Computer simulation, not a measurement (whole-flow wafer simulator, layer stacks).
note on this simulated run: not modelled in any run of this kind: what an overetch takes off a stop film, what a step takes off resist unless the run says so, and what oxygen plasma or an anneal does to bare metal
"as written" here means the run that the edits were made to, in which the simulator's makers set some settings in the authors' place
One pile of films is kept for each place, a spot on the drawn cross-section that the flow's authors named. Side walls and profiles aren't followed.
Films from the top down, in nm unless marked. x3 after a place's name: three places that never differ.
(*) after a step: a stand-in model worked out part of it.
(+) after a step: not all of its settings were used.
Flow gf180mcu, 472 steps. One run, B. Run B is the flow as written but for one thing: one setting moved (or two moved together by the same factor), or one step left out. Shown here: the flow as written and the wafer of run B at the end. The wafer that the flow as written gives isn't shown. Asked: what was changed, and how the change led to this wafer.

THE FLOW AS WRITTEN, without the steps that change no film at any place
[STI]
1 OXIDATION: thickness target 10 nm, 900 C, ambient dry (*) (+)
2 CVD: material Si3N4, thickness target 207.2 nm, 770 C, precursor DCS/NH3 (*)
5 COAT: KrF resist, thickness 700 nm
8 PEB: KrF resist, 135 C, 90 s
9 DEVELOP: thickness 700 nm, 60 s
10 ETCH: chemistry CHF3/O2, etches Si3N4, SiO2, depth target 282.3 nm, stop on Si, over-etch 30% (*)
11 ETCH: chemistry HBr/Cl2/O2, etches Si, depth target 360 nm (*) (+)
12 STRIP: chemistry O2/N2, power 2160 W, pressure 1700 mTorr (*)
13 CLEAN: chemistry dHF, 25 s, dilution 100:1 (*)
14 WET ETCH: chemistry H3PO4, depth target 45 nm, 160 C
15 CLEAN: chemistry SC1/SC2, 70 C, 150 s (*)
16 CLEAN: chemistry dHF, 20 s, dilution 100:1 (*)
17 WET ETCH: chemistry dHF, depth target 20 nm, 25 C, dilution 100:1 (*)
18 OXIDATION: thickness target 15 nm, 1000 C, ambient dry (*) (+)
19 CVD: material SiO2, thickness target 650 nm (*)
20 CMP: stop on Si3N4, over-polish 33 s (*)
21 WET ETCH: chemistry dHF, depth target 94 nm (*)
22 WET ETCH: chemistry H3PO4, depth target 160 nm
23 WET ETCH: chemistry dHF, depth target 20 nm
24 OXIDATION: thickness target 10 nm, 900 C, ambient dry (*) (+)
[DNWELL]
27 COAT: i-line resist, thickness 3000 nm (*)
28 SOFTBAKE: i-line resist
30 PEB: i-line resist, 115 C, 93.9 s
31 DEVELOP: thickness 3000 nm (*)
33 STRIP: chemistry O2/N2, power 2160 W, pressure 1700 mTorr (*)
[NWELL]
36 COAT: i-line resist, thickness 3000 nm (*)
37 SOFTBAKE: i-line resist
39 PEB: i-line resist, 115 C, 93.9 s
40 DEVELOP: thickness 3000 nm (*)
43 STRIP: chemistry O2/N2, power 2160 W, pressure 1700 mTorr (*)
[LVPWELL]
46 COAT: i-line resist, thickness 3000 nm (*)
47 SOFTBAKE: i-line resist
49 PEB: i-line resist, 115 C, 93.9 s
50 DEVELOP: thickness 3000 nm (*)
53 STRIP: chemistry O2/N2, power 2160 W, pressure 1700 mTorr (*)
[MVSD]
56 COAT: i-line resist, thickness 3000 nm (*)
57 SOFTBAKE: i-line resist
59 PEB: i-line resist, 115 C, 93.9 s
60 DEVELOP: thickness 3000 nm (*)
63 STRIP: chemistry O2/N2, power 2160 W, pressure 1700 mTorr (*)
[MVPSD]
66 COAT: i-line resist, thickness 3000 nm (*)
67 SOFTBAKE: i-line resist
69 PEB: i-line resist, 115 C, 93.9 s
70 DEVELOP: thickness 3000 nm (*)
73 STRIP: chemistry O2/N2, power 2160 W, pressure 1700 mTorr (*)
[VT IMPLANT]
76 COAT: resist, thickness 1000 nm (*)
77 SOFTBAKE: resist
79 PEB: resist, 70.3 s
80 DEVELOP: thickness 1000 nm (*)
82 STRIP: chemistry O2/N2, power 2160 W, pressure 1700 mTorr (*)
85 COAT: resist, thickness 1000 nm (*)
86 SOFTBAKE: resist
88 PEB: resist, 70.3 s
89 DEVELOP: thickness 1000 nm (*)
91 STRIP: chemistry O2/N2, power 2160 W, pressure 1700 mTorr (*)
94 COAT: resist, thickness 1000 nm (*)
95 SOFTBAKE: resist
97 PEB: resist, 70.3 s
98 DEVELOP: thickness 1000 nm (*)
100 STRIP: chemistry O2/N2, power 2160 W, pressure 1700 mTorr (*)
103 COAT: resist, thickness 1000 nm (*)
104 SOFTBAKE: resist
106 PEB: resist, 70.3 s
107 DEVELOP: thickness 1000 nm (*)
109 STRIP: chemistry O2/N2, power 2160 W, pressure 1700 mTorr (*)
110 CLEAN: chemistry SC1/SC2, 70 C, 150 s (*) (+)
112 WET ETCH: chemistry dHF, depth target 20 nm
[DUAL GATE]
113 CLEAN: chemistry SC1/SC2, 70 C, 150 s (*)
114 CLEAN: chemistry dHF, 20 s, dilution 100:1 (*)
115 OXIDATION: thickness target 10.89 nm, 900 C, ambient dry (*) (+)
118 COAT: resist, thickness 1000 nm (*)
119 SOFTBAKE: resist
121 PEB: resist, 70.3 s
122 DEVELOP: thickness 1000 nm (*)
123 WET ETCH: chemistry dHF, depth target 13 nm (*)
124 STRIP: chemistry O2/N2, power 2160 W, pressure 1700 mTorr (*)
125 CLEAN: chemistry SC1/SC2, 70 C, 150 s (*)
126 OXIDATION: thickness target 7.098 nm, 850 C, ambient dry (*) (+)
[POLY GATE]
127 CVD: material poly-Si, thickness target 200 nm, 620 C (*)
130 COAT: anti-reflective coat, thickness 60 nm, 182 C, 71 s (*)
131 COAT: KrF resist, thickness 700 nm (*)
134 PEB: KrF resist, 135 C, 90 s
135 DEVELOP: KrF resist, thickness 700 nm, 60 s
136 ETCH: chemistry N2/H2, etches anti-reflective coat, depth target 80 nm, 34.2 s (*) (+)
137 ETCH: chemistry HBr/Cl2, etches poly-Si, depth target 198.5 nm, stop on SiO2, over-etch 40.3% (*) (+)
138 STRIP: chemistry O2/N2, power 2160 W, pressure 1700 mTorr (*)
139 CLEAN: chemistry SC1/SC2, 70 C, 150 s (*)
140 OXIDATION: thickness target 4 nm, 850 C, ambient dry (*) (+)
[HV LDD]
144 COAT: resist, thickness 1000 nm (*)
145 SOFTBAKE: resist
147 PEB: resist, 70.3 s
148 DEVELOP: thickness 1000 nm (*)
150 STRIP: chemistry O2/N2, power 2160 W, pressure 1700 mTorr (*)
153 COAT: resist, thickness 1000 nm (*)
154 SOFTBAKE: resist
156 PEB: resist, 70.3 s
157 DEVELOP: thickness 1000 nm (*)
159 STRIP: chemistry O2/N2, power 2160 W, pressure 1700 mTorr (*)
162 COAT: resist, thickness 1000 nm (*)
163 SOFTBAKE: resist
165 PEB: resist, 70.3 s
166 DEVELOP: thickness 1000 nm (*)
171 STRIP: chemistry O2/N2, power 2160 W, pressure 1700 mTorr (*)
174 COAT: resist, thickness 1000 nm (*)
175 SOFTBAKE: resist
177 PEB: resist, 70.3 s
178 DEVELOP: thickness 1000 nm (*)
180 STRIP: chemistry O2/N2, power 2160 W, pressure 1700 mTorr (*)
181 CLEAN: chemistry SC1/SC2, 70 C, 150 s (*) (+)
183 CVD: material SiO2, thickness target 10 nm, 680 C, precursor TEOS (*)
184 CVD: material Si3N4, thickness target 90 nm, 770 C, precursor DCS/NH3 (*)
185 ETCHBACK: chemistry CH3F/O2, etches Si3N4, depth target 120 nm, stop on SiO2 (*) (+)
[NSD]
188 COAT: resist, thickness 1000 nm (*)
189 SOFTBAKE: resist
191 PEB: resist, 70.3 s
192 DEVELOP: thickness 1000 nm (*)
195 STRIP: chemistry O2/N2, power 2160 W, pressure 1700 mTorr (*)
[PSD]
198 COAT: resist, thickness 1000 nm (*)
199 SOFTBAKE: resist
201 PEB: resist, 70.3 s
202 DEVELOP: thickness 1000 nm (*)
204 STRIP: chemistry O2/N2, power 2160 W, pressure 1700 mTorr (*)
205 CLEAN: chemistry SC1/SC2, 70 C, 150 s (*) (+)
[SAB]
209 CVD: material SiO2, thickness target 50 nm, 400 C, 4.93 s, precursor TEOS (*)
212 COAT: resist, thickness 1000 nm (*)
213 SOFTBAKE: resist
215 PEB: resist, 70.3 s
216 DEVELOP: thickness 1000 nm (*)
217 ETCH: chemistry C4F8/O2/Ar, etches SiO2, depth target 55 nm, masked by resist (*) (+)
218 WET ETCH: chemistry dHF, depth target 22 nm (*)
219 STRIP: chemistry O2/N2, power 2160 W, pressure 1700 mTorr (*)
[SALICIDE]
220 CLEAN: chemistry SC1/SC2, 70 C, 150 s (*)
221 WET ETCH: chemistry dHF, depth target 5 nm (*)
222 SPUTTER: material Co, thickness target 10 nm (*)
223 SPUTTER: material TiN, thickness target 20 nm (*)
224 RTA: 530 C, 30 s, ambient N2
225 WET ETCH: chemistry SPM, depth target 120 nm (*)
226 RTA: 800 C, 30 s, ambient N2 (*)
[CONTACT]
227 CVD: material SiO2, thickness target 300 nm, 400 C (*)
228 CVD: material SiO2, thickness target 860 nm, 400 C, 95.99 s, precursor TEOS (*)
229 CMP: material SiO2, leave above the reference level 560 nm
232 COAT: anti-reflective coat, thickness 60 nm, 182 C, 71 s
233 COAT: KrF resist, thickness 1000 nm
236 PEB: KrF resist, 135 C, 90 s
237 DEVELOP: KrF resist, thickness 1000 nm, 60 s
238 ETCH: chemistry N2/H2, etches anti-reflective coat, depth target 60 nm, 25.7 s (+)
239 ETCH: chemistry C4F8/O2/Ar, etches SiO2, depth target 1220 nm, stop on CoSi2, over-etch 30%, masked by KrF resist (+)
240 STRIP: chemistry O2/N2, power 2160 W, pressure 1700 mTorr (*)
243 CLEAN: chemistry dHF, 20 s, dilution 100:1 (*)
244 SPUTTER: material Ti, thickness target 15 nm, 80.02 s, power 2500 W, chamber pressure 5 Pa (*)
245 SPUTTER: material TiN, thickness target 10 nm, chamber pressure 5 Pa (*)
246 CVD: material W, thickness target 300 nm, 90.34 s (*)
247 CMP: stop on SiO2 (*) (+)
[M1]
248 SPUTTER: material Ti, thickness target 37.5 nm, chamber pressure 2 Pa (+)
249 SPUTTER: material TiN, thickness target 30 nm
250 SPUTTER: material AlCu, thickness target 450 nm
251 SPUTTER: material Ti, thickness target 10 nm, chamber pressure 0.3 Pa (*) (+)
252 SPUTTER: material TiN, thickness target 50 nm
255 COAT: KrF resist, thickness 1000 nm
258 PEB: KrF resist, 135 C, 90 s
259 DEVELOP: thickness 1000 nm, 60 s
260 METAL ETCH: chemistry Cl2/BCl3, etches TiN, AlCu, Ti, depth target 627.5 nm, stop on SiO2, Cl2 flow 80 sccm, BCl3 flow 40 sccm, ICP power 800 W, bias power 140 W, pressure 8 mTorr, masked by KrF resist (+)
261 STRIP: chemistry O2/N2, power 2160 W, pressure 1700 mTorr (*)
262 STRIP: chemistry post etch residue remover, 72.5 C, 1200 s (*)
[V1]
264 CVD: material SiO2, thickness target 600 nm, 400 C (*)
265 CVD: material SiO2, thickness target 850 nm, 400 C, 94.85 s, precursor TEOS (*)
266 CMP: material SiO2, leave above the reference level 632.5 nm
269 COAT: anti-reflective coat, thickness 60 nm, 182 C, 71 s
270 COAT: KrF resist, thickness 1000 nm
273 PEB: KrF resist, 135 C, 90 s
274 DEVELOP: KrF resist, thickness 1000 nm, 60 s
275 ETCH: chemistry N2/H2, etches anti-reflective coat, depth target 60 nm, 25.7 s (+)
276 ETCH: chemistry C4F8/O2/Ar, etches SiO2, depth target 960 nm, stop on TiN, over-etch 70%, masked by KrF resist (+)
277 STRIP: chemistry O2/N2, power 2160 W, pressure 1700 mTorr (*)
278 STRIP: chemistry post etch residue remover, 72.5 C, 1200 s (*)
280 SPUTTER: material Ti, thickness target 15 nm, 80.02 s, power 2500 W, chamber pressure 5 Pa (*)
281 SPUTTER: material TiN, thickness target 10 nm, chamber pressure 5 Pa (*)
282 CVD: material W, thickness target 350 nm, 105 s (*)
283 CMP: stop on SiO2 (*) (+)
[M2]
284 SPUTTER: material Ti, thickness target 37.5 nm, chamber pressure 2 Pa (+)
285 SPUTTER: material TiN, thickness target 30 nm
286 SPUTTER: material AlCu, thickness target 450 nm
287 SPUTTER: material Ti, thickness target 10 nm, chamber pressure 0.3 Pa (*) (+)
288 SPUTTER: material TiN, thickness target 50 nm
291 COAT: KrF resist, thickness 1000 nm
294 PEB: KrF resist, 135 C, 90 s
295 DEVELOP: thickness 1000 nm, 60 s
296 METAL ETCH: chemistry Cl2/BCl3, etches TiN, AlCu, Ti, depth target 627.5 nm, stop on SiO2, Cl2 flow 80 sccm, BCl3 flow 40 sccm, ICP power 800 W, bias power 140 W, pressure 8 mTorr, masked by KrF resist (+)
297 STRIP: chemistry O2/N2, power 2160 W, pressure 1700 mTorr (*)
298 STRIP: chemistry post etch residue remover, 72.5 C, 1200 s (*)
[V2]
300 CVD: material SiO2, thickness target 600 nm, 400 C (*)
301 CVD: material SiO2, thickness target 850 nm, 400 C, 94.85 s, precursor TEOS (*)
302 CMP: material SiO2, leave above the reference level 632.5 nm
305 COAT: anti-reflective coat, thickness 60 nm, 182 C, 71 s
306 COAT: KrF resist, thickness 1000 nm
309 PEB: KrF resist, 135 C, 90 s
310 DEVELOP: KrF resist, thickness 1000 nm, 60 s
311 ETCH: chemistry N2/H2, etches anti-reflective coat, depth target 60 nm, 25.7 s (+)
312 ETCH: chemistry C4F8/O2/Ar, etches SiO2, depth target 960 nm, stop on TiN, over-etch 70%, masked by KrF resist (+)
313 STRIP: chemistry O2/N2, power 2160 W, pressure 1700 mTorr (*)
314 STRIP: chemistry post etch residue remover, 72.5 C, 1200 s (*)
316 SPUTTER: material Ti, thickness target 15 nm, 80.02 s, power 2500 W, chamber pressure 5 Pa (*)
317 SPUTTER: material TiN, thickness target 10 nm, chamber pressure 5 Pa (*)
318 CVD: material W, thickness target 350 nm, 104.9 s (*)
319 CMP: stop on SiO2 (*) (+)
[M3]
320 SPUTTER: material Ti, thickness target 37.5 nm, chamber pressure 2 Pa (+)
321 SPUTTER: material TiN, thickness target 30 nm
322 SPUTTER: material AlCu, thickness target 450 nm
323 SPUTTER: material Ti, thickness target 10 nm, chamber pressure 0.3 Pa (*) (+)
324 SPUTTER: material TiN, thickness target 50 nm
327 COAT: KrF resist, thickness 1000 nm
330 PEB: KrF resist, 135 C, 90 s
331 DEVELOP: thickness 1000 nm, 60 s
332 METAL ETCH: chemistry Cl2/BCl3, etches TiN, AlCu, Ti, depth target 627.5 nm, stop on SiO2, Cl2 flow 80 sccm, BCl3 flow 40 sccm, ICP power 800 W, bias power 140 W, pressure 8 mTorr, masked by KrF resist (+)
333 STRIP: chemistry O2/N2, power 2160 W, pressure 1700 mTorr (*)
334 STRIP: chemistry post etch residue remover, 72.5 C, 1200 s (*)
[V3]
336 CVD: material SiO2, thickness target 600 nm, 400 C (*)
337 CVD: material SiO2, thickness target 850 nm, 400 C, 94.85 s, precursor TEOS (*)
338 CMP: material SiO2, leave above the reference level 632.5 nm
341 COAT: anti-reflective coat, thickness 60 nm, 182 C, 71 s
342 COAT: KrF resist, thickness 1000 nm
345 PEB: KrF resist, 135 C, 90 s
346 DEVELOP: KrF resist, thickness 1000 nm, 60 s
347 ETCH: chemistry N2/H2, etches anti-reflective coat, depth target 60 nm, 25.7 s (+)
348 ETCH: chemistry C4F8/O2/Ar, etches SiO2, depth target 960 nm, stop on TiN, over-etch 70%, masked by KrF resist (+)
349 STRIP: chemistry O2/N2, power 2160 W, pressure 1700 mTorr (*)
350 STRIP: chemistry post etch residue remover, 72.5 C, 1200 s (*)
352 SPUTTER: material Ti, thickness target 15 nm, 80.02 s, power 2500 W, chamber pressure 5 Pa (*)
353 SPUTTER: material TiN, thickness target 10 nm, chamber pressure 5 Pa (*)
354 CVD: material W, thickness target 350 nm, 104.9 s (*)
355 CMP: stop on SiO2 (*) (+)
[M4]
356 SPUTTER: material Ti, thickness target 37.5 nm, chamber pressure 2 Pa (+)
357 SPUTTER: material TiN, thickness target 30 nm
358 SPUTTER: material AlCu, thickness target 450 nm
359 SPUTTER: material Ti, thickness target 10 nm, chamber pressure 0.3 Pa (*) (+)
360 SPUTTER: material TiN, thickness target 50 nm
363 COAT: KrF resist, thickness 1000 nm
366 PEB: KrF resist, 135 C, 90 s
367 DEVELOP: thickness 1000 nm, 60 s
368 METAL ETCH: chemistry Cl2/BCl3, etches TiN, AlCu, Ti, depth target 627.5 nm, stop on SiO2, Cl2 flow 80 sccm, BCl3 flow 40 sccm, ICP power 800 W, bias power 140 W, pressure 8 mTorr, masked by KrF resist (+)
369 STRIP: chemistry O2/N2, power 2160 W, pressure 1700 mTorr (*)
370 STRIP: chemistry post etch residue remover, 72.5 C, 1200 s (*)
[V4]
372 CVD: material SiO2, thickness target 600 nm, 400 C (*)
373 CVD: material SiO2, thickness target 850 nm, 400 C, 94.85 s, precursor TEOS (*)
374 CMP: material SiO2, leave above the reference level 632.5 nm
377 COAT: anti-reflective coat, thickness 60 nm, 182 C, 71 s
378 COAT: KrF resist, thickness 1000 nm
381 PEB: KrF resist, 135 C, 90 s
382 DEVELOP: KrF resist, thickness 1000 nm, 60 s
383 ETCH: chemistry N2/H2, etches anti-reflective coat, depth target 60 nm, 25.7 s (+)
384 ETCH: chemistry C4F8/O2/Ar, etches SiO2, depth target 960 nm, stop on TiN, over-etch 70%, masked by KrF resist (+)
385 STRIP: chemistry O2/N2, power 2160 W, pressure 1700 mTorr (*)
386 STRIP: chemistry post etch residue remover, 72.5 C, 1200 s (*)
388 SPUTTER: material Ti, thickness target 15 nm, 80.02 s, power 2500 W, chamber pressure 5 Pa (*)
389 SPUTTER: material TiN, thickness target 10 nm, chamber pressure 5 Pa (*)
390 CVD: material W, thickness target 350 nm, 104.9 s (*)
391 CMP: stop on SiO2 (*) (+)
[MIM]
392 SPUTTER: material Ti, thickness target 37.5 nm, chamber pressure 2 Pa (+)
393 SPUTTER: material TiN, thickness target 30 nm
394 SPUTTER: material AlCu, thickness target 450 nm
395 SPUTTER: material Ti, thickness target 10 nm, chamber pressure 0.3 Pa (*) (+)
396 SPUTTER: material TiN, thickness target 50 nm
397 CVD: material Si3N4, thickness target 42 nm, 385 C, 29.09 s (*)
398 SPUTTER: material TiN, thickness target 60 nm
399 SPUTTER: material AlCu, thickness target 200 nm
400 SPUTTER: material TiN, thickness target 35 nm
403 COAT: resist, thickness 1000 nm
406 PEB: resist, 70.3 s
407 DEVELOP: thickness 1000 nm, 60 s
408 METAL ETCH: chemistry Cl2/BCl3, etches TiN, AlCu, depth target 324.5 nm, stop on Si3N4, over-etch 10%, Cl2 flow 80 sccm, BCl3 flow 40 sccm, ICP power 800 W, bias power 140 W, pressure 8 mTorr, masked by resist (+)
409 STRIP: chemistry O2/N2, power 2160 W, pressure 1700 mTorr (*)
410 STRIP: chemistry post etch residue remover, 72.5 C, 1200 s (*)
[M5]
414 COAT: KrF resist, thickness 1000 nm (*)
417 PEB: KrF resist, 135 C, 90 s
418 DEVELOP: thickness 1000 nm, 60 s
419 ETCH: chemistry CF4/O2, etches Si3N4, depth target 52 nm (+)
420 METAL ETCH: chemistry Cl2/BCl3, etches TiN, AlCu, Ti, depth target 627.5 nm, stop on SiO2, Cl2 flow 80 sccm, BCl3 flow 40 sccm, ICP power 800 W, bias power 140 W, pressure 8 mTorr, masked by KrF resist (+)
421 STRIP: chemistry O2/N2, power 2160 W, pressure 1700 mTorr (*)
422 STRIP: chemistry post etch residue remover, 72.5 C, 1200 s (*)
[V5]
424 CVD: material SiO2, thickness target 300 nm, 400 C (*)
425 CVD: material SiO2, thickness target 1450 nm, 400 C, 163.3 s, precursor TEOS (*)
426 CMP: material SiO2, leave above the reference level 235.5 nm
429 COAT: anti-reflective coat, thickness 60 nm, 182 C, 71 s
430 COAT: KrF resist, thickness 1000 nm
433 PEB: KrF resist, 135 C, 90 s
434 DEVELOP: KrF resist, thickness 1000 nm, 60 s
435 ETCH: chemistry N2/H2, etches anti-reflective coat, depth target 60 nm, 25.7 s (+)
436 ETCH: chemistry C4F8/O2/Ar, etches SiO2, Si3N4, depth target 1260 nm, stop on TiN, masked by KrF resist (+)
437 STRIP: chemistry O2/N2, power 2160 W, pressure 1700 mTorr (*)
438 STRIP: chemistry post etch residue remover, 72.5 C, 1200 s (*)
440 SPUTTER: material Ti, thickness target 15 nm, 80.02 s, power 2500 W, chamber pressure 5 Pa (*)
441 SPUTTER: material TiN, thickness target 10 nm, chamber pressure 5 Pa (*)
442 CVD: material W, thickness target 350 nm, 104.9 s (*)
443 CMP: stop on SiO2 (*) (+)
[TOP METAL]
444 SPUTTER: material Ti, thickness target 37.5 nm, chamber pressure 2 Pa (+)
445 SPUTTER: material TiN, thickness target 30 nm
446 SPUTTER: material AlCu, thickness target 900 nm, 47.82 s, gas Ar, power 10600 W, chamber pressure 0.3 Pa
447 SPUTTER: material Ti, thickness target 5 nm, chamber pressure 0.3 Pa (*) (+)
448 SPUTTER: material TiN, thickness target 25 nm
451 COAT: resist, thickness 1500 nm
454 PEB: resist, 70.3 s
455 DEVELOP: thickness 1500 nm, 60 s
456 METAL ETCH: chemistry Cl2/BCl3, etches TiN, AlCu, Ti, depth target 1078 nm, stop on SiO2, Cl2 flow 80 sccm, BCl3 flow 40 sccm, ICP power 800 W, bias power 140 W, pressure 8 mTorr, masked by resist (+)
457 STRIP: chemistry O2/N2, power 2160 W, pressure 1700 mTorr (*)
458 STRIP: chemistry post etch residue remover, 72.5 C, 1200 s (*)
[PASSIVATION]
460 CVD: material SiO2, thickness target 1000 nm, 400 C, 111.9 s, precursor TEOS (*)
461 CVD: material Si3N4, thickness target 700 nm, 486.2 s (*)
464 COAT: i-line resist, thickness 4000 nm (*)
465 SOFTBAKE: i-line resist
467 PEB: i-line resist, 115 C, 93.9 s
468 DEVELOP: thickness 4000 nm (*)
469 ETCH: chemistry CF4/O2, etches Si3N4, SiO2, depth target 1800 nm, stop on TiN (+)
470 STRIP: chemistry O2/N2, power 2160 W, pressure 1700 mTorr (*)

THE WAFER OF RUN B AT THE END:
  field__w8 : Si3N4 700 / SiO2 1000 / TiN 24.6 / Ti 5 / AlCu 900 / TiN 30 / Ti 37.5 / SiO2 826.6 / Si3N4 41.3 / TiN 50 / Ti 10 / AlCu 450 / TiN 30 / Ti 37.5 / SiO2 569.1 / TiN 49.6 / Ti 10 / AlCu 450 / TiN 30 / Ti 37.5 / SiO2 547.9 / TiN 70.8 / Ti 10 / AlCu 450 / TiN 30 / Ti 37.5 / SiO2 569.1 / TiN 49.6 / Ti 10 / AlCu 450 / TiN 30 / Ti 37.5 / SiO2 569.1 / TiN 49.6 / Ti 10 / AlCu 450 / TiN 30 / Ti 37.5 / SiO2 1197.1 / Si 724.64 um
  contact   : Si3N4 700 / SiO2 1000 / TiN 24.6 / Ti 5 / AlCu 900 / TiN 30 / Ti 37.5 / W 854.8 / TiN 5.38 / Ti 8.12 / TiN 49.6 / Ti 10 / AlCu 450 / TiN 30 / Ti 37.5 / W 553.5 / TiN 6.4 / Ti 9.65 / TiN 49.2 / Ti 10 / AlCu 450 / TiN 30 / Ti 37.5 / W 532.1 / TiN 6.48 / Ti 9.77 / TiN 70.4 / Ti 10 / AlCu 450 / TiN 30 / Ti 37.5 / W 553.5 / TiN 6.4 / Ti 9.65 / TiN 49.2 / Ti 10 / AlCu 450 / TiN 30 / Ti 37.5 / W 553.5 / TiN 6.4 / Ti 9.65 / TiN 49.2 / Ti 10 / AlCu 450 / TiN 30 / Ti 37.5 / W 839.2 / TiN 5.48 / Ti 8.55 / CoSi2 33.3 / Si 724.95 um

The cause: step 324, SPUTTER: thickness target 71.2 nm was run, where the flow has thickness target 50 nm.

How the change led to this, step by step:
  324 SPUTTER: material TiN, thickness target 50 nm
      field, field__w1, field__w2 and 108 more: TiN +71.2 (new film) (as written it would be: TiN +50 (new film))
  332 METAL ETCH: chemistry Cl2/BCl3, etches TiN, AlCu, Ti, depth target 627.5 nm, stop on SiO2, Cl2 flow 80 sccm, BCl3 flow 40 sccm, ICP power 800 W, bias power 140 W, pressure 8 mTorr, masked by KrF resist (+)
      field, field__w1, field__w2 and 103 more: TiN -71.2 (all of it), Ti -10 (all of it), AlCu -450 (all of it), TiN -30 (all of it), Ti -37.5 (all of it) (as written it would be: TiN -50 (all of it), Ti -10 (all of it), AlCu -450 (all of it), TiN -30 (all of it), Ti -37.5 (all of it))
  338 CMP: material SiO2, leave above the reference level 632.5 nm
      field__w8, contact, m1, m1__w1, m1_nw: SiO2 -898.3 (as written it would be: SiO2 -877.1)
  348 ETCH: chemistry C4F8/O2/Ar, etches SiO2, depth target 960 nm, stop on TiN, over-etch 70%, masked by KrF resist (+)
      field, field__w1, field__w2 and 107 more: KrF resist -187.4 (as written it would be: KrF resist -192)
      contact: SiO2 -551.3 (all of it) (as written it would be: SiO2 -572.5 (all of it))
  354 CVD: material W, thickness target 350 nm, 104.9 s (*)
      contact: W +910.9 (new film) (as written it would be: W +932.3 (new film))
